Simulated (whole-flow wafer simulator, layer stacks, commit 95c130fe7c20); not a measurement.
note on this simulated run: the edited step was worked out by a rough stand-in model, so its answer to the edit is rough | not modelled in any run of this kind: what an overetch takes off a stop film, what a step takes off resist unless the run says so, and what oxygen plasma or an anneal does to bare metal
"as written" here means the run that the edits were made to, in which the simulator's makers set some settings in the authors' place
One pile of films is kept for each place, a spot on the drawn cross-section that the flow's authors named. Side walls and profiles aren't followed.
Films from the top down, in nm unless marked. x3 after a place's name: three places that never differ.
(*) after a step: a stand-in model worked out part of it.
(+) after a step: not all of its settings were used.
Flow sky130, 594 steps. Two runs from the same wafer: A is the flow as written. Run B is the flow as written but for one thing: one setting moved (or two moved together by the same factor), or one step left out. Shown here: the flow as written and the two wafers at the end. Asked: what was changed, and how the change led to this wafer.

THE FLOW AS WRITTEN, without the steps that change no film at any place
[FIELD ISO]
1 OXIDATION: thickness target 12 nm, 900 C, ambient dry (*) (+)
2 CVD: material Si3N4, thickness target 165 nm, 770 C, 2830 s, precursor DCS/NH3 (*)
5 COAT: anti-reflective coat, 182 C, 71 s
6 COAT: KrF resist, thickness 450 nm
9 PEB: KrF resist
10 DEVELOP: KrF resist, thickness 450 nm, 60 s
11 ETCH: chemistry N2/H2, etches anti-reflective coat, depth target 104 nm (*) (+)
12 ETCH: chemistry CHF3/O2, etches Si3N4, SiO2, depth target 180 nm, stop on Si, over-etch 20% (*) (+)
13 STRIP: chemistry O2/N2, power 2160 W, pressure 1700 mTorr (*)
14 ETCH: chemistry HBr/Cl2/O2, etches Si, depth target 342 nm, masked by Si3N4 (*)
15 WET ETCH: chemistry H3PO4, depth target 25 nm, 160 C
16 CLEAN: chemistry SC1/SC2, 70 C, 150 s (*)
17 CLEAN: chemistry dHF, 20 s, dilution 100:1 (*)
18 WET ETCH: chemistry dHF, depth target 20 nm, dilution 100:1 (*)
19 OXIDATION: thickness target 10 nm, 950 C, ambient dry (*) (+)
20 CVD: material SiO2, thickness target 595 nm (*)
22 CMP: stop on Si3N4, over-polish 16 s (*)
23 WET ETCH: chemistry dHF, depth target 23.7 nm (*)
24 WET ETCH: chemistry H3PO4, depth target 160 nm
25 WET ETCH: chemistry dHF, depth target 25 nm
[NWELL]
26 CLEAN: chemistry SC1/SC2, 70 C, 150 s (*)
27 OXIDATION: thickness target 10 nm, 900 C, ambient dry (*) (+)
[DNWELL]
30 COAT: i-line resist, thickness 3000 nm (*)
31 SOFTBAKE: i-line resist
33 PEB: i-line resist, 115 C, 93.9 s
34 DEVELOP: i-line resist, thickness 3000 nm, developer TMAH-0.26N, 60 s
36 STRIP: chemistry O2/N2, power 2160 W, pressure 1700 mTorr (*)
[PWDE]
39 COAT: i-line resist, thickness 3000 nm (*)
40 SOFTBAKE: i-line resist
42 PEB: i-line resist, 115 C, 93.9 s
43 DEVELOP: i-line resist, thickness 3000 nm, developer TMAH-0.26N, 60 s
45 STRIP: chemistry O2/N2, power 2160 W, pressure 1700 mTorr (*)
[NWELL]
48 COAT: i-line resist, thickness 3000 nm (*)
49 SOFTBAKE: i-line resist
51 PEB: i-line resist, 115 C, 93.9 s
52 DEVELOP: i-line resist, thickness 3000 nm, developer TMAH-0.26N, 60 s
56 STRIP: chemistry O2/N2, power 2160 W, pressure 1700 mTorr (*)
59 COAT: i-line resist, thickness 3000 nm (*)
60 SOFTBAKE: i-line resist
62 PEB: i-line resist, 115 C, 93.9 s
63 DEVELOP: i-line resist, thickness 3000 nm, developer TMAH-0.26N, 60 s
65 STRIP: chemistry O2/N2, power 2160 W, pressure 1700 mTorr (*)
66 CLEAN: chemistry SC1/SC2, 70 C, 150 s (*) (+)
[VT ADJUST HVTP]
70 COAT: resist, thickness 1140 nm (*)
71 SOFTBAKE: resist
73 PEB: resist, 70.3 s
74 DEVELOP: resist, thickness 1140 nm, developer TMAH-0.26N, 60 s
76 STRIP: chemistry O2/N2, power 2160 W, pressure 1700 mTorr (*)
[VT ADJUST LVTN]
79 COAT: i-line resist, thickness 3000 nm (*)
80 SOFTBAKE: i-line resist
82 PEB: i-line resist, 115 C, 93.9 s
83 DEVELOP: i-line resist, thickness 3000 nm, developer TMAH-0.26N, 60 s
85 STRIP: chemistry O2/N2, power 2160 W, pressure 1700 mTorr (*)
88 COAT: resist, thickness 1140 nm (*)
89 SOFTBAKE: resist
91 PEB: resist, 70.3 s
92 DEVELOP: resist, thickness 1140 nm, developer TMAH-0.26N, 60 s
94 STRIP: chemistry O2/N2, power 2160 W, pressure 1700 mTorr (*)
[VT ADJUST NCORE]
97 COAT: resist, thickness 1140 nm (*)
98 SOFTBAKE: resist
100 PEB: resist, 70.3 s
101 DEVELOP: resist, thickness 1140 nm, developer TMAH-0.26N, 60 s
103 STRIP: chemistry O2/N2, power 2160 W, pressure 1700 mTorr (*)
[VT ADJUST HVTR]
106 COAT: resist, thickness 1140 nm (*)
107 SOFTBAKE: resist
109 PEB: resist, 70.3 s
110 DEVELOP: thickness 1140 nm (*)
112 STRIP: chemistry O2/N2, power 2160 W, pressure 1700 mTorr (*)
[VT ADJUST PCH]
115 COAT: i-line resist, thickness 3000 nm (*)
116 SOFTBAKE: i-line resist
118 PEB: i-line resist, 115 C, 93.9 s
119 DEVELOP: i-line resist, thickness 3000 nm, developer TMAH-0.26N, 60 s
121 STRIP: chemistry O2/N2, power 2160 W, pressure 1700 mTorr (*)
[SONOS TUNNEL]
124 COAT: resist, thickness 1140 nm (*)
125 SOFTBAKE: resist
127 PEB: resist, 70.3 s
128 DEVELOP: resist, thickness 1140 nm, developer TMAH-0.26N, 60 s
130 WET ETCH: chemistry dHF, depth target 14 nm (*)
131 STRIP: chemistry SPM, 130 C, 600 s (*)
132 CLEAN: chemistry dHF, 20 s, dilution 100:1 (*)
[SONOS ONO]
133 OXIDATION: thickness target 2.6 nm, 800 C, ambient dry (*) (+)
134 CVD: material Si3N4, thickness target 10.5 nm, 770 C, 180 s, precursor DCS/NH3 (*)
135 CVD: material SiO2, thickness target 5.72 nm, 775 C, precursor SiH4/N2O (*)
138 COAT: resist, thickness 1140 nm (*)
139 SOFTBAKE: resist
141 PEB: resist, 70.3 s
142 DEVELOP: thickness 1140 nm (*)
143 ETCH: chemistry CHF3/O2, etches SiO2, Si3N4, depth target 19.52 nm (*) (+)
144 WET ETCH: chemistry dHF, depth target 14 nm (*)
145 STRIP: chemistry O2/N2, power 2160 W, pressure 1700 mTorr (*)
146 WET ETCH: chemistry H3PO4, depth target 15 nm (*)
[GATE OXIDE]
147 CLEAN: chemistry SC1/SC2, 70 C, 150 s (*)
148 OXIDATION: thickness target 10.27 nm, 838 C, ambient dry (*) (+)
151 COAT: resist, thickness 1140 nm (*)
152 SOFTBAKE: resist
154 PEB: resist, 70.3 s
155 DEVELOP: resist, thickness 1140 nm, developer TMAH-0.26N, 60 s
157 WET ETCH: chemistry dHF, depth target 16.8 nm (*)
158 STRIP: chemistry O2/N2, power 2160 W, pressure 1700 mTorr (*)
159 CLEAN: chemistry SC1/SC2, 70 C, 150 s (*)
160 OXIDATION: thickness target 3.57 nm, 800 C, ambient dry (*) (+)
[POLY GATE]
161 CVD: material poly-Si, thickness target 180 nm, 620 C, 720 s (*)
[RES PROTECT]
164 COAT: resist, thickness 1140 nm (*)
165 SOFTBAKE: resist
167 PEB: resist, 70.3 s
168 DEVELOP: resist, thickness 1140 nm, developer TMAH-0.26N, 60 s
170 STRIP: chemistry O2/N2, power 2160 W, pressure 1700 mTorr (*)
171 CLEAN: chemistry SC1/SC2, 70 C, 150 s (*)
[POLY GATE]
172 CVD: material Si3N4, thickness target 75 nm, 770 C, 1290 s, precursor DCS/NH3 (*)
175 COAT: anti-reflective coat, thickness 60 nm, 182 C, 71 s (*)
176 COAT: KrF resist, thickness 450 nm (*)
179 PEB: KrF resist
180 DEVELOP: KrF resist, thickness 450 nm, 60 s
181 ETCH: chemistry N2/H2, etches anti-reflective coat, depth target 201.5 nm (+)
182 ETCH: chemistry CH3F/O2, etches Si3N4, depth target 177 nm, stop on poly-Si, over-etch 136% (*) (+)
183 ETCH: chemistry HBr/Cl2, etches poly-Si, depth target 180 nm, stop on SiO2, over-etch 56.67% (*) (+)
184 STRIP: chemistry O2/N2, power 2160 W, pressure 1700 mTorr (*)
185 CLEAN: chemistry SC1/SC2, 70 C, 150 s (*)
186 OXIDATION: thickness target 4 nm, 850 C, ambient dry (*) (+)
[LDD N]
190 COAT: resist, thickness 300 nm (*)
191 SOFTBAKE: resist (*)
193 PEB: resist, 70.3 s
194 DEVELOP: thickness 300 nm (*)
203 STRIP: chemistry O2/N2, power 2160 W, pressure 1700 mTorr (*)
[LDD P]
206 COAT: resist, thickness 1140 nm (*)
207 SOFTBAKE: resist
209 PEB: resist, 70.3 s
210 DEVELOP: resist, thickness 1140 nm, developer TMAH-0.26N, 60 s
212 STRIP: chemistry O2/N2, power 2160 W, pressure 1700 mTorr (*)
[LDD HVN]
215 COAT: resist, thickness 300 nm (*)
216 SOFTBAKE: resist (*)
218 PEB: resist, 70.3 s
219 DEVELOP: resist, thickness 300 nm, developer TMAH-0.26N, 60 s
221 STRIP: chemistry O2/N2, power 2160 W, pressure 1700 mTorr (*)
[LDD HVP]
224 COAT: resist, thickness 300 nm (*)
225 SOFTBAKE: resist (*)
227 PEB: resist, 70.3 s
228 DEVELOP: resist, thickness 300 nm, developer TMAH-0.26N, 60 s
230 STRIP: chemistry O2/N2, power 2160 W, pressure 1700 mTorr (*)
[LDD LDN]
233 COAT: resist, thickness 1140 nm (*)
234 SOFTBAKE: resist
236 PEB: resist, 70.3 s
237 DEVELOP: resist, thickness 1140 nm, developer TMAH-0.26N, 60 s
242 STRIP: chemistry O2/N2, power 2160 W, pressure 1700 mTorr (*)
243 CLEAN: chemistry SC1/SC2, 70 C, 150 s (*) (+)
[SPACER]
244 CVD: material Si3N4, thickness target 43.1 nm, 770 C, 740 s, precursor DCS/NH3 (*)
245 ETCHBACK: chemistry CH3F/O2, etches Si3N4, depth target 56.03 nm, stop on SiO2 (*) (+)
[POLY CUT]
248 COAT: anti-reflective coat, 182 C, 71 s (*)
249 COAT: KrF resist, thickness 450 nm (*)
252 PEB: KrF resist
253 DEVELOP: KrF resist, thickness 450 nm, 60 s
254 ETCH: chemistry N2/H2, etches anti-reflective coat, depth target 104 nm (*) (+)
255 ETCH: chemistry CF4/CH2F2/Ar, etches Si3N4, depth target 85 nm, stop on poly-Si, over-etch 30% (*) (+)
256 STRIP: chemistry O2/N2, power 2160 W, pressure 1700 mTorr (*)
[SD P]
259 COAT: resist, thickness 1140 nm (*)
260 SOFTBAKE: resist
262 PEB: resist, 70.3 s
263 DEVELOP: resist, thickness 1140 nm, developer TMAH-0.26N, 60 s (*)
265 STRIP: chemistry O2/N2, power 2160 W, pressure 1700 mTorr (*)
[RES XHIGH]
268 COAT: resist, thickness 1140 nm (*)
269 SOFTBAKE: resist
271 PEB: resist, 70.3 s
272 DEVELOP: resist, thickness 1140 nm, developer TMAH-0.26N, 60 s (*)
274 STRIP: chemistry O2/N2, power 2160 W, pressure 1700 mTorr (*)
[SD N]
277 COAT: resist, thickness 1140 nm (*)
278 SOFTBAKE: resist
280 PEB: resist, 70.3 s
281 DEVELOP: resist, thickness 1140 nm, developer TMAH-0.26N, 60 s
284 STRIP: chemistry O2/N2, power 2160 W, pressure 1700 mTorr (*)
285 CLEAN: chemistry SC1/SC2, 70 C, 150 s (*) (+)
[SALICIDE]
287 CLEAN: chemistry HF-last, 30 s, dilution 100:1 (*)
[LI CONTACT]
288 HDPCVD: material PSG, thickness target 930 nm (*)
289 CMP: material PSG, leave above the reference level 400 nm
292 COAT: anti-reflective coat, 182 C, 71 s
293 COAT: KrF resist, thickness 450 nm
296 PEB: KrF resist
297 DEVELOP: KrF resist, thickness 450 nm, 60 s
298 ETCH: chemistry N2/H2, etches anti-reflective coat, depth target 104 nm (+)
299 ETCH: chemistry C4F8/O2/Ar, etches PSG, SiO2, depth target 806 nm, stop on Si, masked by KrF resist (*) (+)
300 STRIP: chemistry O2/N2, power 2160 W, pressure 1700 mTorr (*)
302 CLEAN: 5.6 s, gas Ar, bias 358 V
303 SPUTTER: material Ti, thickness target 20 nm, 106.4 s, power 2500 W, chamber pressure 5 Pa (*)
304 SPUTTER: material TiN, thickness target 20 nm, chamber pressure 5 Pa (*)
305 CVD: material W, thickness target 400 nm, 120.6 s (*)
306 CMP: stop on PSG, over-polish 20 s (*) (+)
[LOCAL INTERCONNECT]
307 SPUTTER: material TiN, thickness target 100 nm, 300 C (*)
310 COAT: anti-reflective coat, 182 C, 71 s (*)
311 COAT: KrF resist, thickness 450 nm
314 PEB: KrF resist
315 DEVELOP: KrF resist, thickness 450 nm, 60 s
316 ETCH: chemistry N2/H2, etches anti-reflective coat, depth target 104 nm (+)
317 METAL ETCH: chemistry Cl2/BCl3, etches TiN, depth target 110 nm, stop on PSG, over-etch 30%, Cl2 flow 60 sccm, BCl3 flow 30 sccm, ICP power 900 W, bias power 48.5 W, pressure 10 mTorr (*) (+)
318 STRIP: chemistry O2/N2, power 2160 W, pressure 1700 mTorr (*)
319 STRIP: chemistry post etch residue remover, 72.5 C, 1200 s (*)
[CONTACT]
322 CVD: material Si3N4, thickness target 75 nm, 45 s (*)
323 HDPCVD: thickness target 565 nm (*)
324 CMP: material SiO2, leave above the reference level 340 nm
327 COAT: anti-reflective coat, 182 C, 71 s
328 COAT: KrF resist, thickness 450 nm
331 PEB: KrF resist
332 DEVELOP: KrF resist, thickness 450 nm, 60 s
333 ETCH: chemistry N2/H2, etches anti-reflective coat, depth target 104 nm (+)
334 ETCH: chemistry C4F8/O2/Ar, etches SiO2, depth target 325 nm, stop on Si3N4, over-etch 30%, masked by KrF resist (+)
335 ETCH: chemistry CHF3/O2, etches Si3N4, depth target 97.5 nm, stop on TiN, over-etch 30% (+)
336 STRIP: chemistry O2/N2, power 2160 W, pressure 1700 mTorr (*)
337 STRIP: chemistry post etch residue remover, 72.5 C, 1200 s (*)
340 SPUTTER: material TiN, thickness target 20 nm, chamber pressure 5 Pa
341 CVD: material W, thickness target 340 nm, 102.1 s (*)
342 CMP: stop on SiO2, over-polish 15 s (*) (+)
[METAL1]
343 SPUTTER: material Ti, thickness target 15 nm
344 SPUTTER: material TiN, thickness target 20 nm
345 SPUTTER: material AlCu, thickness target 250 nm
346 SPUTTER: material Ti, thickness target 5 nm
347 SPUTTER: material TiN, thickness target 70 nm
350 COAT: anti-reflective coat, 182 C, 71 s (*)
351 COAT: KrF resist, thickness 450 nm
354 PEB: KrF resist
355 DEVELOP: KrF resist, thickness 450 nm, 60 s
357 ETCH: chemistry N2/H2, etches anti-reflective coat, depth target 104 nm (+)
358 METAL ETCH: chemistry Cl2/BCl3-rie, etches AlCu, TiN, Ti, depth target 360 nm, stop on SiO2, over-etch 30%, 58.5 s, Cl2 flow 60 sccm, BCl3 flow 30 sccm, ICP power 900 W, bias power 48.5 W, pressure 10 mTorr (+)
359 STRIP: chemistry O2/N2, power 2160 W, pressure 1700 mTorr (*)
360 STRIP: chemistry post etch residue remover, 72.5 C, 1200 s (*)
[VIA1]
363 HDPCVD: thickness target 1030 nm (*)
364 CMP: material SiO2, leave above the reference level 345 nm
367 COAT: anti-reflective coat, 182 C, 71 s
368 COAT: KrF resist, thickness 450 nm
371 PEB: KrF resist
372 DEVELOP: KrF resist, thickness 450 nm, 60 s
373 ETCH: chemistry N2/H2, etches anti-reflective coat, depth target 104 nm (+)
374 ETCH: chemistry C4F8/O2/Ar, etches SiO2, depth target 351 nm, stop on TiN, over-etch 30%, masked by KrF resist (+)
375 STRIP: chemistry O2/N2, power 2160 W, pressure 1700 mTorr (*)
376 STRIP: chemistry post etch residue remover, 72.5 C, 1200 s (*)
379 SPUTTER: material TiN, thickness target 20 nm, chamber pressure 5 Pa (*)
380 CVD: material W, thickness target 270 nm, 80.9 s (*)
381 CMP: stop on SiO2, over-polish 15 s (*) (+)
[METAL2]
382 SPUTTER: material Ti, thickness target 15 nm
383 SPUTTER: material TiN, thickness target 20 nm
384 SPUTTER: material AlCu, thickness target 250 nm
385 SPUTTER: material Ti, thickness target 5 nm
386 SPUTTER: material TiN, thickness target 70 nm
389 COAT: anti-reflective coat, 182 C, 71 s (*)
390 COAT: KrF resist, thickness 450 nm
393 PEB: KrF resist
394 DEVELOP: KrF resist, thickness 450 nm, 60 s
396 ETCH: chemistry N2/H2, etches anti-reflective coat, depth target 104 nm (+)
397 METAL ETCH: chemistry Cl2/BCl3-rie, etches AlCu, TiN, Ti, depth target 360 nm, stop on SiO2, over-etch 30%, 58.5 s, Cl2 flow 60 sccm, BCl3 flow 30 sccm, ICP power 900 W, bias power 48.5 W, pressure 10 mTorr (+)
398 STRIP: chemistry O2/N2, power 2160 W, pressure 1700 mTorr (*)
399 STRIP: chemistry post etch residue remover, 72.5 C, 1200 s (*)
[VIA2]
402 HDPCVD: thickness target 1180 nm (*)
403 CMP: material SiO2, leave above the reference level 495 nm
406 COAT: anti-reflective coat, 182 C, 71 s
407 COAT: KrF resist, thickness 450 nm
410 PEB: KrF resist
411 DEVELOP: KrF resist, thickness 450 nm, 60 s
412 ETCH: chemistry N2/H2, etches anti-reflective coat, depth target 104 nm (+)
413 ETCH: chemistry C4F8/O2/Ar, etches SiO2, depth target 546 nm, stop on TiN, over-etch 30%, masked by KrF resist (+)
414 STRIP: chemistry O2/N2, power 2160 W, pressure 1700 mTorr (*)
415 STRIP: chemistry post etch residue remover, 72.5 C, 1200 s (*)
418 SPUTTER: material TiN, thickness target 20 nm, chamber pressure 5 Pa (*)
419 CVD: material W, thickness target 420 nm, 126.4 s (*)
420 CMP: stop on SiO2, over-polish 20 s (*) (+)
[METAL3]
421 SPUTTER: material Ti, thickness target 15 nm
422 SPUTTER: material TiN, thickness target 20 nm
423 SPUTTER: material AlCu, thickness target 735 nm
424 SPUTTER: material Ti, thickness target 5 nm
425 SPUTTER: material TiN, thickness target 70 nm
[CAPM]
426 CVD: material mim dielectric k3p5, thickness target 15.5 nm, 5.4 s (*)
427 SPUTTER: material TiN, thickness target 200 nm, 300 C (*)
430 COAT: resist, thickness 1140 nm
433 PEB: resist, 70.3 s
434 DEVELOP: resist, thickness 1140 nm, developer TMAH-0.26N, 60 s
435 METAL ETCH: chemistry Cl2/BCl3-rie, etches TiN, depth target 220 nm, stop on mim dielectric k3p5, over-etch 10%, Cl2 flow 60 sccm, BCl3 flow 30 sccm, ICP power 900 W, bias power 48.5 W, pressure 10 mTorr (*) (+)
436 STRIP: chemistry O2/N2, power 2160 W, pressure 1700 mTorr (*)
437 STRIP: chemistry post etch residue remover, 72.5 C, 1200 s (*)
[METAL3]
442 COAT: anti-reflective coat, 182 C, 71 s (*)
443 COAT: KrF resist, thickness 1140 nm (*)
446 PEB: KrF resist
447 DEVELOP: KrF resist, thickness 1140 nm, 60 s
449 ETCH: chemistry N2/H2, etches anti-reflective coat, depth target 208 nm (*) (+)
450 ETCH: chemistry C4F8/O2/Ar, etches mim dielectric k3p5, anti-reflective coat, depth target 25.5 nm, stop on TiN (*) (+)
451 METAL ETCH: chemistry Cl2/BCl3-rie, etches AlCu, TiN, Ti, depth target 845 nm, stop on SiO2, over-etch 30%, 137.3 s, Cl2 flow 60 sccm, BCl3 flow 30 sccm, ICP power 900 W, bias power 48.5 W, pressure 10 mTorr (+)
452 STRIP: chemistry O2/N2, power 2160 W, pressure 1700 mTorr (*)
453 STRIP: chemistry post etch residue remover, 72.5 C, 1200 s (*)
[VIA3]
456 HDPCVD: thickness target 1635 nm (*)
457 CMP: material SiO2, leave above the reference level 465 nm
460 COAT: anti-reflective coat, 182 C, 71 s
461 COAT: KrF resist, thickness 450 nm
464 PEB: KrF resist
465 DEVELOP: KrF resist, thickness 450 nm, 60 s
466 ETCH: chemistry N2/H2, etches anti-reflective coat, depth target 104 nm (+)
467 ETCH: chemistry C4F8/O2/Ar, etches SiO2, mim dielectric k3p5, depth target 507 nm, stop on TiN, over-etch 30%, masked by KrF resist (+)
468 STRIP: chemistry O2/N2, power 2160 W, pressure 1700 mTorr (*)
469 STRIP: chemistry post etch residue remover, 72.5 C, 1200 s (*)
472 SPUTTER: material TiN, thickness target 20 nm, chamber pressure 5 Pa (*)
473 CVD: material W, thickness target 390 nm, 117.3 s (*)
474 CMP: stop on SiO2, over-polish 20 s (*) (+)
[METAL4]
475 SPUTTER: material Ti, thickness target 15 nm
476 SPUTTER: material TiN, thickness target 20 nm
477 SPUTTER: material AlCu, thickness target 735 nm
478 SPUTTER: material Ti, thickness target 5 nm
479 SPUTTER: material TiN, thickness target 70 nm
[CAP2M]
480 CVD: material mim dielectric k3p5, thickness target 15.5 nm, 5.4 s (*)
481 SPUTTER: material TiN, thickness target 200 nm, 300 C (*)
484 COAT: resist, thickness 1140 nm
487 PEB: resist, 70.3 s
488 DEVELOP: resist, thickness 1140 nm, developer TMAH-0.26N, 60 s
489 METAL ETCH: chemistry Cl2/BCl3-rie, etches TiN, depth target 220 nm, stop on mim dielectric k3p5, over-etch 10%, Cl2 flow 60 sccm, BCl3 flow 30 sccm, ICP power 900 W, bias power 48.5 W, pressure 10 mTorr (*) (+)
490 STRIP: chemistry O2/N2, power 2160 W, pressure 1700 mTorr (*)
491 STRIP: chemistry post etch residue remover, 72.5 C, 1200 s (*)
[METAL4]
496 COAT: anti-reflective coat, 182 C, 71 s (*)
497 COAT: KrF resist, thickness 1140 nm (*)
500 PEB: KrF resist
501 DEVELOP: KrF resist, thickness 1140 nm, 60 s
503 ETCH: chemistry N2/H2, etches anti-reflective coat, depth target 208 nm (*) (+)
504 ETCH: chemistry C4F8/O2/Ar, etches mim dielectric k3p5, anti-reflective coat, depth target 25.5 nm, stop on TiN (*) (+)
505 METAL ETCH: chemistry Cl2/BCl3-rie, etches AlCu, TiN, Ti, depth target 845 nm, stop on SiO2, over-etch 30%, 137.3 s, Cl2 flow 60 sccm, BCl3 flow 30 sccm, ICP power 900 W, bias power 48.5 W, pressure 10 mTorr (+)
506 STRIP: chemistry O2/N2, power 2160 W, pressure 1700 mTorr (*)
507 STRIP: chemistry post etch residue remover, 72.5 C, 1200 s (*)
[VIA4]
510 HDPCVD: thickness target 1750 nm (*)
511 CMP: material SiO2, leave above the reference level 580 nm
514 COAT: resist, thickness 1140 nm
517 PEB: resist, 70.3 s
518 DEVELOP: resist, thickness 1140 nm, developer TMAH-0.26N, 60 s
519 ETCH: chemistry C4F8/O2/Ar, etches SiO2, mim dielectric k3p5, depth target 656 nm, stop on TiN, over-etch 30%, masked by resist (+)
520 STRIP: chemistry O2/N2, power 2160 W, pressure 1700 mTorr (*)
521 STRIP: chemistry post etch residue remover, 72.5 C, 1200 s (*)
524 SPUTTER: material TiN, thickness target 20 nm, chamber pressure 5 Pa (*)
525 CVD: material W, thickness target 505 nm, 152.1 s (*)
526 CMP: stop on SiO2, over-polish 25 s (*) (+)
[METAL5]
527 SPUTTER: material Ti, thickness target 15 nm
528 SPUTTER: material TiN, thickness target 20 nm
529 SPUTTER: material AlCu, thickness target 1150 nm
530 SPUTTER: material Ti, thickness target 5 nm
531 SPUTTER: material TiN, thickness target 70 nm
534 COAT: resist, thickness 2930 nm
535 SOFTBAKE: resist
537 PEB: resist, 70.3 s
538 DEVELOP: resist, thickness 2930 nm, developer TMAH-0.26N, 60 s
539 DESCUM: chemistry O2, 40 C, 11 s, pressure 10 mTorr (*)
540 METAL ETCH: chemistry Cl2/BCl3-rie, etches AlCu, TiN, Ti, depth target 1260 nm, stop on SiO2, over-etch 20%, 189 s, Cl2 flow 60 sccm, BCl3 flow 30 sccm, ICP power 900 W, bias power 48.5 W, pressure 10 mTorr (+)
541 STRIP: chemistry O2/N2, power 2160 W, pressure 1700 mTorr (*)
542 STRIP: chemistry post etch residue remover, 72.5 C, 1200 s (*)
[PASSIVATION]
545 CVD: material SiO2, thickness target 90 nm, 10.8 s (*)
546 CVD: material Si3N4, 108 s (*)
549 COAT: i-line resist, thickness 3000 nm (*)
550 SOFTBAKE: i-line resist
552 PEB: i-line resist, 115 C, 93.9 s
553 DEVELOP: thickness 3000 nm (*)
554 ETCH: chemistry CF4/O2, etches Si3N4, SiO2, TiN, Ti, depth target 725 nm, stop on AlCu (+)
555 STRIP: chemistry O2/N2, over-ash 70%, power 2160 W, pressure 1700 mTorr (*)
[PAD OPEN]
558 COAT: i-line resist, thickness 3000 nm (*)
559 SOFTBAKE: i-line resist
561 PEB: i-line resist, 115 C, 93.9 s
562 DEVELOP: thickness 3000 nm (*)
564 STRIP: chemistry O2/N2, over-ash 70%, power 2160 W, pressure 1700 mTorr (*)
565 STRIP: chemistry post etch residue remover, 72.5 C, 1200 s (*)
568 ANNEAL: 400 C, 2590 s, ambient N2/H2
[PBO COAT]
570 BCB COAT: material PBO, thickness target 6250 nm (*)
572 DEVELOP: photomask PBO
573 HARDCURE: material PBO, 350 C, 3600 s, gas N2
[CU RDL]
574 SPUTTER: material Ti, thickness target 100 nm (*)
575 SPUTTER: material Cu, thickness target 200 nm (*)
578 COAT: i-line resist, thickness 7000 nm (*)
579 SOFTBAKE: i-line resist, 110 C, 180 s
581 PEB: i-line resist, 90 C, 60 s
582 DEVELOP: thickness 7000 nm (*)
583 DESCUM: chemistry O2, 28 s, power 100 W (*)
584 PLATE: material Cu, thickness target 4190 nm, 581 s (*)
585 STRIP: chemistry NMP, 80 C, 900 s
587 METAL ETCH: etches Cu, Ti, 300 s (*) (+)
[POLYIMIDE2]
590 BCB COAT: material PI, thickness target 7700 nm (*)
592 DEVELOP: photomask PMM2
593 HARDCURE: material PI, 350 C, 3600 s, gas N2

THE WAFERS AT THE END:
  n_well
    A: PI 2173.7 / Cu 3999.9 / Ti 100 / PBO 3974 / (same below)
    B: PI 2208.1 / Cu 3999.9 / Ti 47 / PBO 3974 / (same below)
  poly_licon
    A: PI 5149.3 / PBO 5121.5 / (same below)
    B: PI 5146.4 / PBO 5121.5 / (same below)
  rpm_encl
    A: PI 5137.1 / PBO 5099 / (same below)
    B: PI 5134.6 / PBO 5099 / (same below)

The cause: step 574, SPUTTER: thickness target 47 nm was run, where the flow has thickness target 100 nm.
It can be read off the wafer: n_well has Ti 47, and step 574 as written asks for 100 nm.

How the change led to this, step by step:
  574 SPUTTER: material Ti, thickness target 100 nm (*)
      field, active, n_well and 190 more: A Ti +100 (new film) | B Ti +47 (new film)
  587 METAL ETCH: etches Cu, Ti, 300 s (*) (+)
      field, active, gate and 167 more: A Cu -200 (all of it), Ti -100 (all of it) | B Cu -200 (all of it), Ti -47 (all of it)
  590 BCB COAT: material PI, thickness target 7700 nm (*)
      de16_gate_nw: A PI +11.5 um (new film) | B PI +11.45 um (new film)
